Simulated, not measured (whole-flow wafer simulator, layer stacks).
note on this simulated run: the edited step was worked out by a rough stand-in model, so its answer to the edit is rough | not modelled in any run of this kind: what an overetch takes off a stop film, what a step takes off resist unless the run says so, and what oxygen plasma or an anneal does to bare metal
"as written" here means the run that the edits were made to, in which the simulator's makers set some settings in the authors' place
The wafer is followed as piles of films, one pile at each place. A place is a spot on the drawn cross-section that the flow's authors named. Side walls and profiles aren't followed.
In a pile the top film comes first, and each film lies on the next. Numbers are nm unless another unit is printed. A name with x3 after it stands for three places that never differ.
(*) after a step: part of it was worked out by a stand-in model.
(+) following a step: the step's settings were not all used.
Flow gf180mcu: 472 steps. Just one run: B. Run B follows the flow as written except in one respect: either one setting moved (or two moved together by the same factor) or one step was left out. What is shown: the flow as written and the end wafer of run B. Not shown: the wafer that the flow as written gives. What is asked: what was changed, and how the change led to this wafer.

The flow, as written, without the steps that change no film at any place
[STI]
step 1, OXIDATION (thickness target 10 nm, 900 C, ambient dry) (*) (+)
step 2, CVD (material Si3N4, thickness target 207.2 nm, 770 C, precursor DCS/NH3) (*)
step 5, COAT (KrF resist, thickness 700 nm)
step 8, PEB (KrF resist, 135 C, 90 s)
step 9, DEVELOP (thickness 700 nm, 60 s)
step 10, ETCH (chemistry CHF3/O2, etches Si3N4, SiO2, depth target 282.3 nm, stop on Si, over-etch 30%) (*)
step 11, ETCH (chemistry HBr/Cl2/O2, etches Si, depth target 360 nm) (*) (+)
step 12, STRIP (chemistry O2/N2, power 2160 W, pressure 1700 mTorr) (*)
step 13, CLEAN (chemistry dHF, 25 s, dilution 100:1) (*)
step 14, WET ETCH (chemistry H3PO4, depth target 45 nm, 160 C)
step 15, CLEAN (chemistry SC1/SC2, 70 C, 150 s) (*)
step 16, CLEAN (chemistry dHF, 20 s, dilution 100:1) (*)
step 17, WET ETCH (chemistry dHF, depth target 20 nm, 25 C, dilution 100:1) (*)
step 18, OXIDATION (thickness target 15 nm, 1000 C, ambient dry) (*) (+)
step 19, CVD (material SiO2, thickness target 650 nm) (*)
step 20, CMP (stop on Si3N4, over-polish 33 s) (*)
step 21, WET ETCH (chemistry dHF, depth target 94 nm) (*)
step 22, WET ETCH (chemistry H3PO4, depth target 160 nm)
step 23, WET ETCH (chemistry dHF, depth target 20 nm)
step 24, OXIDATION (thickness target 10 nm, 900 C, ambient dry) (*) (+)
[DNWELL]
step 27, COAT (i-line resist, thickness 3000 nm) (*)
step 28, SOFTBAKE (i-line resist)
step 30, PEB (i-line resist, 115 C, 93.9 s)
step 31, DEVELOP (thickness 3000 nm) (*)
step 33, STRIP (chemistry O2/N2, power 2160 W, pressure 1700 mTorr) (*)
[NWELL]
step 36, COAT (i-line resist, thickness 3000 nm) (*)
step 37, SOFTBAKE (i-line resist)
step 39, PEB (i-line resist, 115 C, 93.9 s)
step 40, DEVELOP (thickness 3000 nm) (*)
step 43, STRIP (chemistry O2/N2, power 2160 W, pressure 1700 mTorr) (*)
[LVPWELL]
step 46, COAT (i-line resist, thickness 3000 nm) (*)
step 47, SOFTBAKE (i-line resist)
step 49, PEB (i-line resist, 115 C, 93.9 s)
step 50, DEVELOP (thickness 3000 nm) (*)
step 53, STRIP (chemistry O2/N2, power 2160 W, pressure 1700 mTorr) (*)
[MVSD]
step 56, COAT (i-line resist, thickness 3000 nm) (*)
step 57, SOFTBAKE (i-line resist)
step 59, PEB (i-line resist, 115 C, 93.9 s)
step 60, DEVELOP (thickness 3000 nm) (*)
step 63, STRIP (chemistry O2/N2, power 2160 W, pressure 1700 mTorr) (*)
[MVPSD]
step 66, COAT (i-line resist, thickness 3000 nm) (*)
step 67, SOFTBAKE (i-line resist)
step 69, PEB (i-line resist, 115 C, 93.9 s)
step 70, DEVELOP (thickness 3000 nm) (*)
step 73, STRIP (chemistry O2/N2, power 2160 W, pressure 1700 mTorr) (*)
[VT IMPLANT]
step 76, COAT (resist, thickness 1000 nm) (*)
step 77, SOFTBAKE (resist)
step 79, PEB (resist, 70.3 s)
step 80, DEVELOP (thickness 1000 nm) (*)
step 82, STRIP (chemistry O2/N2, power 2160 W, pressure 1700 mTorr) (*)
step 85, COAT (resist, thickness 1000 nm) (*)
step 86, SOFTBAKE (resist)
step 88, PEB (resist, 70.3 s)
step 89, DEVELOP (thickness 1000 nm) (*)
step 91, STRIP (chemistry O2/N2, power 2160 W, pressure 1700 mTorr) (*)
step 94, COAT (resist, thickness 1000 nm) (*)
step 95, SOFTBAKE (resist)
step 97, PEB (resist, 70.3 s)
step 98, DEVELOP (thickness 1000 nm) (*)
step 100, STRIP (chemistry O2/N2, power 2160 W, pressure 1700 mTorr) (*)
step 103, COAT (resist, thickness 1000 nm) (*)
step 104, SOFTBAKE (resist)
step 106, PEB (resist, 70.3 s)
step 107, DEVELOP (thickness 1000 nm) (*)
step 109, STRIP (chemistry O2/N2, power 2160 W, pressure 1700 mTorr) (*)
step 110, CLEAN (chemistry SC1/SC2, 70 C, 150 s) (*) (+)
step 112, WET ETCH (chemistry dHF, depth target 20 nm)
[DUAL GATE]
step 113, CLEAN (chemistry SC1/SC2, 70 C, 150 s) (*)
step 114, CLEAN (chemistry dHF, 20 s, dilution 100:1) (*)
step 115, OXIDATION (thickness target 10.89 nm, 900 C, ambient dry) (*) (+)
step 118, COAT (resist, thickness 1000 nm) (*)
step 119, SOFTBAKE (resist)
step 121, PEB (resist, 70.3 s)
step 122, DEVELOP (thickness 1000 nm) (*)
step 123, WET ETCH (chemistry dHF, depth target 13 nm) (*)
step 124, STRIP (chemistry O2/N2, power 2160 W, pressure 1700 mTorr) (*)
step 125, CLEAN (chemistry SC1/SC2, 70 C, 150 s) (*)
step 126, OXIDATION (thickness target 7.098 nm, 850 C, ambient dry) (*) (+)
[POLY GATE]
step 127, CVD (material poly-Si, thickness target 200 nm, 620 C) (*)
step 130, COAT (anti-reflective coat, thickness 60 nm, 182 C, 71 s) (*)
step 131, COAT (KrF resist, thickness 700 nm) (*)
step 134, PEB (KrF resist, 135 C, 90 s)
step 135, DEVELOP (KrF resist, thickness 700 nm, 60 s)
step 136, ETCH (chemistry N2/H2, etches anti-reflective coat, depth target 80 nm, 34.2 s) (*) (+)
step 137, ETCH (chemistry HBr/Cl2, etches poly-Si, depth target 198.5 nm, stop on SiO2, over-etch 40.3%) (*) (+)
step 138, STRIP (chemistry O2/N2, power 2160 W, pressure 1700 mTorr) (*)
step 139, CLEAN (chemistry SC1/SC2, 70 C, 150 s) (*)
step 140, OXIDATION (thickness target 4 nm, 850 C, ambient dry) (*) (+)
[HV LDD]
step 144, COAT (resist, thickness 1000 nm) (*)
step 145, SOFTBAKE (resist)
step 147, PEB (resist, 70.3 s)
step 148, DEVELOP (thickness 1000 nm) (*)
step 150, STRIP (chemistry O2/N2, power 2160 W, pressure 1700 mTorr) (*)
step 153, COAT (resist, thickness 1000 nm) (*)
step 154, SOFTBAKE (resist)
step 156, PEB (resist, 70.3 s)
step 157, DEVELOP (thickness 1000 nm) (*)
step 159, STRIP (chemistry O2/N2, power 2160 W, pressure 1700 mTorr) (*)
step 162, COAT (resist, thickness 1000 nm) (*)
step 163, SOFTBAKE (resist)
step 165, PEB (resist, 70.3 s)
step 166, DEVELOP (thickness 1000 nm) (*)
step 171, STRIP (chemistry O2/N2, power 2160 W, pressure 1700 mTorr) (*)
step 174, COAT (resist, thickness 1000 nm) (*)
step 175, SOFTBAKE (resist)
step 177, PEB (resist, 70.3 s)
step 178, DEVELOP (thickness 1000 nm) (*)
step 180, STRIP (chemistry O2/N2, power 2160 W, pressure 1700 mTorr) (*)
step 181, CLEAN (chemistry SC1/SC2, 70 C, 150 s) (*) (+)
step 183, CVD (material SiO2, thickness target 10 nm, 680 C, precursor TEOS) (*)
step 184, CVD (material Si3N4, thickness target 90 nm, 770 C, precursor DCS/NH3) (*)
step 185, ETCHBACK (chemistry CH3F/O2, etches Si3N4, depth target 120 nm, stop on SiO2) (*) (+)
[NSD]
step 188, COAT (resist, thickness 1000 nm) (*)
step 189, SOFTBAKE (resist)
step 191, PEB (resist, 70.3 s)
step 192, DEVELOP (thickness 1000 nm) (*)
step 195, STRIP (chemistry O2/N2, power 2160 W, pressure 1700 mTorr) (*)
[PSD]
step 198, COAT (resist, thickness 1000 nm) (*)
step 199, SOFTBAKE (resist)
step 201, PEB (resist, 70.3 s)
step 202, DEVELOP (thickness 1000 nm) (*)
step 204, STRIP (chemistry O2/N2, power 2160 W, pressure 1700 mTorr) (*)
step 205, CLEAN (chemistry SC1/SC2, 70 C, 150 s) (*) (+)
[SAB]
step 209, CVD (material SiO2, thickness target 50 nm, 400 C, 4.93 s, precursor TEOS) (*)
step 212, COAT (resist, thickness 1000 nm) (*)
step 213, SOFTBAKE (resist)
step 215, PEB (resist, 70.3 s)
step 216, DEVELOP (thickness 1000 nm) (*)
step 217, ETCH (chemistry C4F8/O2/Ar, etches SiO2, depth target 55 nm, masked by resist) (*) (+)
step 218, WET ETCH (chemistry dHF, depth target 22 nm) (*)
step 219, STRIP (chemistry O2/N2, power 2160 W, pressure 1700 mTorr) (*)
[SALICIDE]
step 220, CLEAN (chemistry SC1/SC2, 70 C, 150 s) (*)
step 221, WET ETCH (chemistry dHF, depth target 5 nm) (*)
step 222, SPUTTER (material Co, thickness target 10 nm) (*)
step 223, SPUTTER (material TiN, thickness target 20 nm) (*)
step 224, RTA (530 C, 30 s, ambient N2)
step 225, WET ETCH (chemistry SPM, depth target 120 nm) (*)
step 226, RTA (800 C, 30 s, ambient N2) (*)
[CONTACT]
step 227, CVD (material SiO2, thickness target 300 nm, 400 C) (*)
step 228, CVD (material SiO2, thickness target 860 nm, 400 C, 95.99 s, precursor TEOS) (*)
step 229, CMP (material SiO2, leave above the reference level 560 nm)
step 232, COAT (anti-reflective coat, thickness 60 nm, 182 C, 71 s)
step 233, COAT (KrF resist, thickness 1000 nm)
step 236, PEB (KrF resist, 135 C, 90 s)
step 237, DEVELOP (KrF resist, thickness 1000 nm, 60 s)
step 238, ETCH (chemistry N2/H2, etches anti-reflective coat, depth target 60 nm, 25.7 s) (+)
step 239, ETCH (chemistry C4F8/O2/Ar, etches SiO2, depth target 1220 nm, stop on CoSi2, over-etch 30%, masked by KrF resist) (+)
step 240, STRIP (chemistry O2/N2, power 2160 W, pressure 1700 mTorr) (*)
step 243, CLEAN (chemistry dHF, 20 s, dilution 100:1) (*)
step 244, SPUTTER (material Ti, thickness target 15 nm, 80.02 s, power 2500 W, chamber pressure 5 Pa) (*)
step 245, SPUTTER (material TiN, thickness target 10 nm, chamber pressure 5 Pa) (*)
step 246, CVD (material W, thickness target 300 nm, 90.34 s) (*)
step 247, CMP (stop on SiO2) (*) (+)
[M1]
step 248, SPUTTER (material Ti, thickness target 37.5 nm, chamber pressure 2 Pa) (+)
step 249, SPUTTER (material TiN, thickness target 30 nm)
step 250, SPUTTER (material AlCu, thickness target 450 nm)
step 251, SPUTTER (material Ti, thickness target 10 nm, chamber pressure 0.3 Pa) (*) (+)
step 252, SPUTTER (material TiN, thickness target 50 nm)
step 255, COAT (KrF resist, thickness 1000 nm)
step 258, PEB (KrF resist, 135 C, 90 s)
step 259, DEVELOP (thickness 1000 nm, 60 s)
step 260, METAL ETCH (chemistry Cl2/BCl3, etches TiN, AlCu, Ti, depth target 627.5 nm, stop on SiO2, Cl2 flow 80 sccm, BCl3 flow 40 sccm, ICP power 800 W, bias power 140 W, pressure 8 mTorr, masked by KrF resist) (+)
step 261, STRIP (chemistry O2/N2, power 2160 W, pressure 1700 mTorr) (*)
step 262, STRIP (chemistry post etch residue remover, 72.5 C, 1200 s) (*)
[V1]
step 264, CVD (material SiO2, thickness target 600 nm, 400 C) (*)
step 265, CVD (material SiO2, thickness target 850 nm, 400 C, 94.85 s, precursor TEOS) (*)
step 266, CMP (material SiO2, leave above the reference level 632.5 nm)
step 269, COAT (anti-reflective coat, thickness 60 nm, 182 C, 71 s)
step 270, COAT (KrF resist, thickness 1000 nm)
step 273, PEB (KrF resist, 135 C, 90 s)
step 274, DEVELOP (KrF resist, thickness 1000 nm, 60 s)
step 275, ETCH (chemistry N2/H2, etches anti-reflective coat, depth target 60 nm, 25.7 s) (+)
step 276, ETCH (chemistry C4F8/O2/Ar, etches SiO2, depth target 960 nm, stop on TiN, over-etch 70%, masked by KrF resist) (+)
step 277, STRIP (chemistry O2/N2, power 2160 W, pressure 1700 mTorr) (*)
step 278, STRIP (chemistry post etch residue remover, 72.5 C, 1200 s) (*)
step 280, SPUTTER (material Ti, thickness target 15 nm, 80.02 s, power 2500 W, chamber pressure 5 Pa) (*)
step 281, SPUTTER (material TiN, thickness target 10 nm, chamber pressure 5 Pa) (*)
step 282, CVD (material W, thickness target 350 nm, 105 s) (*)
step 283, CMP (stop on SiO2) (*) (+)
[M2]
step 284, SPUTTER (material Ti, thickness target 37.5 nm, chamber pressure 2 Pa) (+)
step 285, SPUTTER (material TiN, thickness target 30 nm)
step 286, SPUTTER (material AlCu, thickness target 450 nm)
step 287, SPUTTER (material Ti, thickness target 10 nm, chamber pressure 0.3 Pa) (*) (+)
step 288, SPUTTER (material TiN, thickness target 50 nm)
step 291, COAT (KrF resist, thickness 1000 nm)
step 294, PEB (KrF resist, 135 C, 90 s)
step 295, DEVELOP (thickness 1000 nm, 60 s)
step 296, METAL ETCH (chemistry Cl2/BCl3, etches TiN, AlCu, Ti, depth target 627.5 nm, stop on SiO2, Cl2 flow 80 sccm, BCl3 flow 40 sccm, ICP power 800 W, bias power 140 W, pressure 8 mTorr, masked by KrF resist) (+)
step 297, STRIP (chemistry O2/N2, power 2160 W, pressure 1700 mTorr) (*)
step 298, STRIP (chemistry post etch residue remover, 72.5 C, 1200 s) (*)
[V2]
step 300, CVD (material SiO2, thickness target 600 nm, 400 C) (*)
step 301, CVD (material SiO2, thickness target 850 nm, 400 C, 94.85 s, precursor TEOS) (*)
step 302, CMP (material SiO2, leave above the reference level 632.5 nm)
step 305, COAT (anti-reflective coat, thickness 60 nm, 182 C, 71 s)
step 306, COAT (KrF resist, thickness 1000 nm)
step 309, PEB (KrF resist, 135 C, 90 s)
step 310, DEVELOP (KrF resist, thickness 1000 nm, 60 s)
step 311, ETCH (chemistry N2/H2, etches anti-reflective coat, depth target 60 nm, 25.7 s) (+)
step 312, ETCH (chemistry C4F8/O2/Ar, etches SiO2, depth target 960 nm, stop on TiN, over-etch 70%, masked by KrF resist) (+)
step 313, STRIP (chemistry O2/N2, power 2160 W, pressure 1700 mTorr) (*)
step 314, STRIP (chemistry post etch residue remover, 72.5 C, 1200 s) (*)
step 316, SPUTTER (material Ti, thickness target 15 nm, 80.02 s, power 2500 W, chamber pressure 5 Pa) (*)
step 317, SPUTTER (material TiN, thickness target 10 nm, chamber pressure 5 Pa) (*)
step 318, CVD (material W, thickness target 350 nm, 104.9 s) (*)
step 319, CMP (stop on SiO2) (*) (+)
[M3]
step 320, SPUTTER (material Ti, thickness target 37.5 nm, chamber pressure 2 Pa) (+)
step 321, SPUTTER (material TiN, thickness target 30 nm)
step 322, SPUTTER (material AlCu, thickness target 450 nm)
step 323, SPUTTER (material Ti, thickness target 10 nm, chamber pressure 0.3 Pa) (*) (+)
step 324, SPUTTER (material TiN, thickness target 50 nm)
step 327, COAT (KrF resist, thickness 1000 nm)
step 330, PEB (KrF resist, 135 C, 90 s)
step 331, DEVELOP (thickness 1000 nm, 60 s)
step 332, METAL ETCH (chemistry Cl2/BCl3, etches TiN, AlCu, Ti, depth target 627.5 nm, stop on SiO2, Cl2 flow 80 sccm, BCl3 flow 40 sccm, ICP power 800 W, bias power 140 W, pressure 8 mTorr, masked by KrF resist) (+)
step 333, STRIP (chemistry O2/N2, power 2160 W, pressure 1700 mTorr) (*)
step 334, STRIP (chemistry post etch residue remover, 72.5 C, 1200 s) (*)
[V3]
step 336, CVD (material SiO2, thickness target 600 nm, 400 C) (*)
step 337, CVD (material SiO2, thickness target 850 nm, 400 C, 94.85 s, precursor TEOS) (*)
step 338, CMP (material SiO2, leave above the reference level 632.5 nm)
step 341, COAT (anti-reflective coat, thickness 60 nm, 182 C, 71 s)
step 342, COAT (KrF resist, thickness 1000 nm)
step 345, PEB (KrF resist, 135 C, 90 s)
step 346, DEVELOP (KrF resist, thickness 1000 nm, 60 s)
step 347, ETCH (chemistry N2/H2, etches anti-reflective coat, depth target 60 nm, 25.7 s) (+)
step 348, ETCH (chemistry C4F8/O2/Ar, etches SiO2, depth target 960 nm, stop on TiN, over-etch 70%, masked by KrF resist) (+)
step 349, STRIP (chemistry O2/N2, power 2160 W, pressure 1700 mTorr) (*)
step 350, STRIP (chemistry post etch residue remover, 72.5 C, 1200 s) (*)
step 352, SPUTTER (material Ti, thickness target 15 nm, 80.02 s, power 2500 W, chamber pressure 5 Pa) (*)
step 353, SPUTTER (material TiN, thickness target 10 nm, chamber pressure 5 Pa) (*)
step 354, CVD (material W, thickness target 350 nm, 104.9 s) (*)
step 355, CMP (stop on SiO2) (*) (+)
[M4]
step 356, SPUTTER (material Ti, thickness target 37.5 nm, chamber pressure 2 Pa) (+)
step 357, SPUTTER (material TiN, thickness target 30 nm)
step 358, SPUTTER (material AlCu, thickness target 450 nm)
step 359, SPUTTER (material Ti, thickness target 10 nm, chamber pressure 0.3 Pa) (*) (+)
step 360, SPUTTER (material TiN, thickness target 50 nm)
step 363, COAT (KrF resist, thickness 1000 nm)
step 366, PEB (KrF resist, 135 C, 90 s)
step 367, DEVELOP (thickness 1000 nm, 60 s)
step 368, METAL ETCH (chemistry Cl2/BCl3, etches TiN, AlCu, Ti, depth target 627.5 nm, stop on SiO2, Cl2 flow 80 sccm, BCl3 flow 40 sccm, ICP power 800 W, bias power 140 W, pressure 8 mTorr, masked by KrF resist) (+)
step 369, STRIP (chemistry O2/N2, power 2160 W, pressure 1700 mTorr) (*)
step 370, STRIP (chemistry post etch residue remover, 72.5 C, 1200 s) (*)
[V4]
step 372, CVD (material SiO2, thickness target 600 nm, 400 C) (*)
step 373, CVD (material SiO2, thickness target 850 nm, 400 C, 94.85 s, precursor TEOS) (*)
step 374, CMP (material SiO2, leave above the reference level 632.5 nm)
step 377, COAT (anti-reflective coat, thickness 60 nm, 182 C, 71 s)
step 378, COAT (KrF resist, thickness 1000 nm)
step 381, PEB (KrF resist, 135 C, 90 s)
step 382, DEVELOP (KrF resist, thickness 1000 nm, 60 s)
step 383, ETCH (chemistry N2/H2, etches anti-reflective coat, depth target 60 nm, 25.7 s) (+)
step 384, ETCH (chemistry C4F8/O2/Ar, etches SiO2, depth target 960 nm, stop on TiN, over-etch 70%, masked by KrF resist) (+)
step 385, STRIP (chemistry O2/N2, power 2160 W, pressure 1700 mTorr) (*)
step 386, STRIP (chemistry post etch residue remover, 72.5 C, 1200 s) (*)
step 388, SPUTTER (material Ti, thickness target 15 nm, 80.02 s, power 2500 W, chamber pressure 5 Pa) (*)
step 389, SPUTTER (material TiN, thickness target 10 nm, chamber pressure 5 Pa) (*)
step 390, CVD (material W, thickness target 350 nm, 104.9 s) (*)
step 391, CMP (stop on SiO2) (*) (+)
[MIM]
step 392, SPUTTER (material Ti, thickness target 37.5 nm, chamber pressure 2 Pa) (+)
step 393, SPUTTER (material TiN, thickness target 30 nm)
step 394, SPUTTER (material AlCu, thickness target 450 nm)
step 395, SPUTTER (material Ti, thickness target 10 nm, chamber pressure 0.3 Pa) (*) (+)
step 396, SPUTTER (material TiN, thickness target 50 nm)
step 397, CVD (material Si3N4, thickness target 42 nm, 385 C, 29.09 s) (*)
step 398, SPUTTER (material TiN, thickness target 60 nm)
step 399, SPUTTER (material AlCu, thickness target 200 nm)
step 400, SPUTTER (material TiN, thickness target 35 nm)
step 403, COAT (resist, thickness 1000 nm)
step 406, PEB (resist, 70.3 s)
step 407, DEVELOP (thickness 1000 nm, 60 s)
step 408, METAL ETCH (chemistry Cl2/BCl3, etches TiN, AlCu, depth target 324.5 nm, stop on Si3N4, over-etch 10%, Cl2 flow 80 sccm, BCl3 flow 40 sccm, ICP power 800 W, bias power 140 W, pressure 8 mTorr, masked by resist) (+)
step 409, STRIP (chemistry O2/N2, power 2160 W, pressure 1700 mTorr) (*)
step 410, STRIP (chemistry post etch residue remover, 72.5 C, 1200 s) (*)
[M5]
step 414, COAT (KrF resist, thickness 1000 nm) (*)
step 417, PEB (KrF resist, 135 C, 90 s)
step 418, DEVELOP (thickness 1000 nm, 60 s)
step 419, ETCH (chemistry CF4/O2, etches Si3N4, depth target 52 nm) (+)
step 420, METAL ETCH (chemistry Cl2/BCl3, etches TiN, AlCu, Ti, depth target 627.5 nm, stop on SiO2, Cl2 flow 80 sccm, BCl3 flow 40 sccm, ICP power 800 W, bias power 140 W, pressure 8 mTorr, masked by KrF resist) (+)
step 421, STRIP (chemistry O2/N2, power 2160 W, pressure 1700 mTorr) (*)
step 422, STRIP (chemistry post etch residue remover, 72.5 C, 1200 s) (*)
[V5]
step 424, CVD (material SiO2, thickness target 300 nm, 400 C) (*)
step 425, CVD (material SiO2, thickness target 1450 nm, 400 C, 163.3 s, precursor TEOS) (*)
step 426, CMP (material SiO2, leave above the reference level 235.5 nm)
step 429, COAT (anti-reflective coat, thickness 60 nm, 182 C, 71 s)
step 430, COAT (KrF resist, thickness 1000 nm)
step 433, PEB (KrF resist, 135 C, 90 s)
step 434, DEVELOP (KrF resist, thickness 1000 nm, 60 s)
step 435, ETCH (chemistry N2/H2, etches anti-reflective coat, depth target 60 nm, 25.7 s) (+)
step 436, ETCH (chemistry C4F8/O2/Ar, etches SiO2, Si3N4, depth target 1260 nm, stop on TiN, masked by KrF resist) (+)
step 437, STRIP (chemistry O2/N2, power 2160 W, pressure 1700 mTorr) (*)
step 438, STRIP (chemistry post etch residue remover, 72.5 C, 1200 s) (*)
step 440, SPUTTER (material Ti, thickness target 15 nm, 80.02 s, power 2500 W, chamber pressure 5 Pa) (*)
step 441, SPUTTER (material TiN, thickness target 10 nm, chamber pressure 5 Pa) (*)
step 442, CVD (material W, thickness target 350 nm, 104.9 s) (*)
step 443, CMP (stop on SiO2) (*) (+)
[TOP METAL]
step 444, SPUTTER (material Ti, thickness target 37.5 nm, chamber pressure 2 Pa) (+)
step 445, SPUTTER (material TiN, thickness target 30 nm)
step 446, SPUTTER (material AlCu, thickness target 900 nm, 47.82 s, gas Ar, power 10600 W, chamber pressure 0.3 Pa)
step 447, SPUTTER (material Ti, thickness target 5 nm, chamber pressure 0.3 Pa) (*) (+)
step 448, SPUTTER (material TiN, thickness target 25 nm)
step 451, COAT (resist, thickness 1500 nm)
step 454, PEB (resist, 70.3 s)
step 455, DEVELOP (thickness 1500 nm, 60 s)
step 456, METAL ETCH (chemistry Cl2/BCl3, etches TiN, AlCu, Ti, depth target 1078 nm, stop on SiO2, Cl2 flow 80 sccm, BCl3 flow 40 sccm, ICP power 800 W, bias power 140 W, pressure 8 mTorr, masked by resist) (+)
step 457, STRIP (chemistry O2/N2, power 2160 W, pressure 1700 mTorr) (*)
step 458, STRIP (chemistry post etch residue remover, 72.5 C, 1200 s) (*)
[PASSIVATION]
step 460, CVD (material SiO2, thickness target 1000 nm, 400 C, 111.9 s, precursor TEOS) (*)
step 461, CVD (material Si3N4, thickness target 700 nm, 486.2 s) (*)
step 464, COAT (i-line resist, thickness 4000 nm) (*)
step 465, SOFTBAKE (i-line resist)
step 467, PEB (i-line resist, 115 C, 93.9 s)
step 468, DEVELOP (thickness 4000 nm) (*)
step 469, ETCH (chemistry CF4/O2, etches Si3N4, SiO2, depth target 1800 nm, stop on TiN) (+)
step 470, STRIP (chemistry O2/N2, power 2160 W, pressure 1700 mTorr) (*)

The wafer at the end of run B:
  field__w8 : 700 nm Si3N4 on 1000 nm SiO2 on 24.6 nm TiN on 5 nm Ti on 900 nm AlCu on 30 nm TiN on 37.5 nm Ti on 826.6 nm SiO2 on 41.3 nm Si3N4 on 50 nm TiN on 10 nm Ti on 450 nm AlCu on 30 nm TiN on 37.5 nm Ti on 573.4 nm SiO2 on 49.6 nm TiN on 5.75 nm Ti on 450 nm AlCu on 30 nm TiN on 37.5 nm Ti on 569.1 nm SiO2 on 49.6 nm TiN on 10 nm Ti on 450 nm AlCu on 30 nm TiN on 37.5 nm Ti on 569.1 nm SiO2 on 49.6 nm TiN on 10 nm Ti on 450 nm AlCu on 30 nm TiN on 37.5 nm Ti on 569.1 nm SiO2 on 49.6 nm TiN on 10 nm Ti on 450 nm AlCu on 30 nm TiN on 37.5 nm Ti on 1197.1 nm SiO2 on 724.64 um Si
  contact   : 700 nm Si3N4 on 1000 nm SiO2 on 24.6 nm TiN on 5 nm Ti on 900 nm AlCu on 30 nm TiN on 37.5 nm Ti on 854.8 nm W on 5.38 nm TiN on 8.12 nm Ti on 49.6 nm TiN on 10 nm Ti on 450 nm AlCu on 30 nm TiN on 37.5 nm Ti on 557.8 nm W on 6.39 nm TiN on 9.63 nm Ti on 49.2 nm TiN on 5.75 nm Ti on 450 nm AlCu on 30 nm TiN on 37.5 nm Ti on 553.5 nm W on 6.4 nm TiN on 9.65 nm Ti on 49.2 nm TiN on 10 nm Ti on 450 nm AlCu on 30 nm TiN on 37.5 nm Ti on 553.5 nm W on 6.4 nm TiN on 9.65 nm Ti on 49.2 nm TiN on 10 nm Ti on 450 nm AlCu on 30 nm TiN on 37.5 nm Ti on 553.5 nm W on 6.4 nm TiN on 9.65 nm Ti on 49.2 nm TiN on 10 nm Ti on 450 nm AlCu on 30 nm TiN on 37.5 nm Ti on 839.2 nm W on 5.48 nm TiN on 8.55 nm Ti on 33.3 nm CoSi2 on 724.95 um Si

Cause: step 359, SPUTTER: thickness target 5.75 nm was run, whereas the flow has thickness target 10 nm.
The wafer lets one read it off: field__w8 has Ti 5.75, and step 359 as written asks for 10 nm.

How this came from the change, step by step:
  step 359, SPUTTER (material Ti, thickness target 10 nm, chamber pressure 0.3 Pa) (*) (+)
      field, field__w1, field__w2 and 108 more: Ti gains 5.75 (new film) (in the flow as written it would be: Ti gains 10 (new film))
  step 368, METAL ETCH (chemistry Cl2/BCl3, etches TiN, AlCu, Ti, depth target 627.5 nm, stop on SiO2, Cl2 flow 80 sccm, BCl3 flow 40 sccm, ICP power 800 W, bias power 140 W, pressure 8 mTorr, masked by KrF resist) (+)
      field, field__w1, field__w2 and 103 more: TiN loses 50 (all of it), Ti loses 5.75 (all of it), AlCu loses 450 (all of it), TiN loses 30 (all of it), Ti loses 37.5 (all of it) (in the flow as written it would be: TiN loses 50 (all of it), Ti loses 10 (all of it), AlCu loses 450 (all of it), TiN loses 30 (all of it), Ti loses 37.5 (all of it))
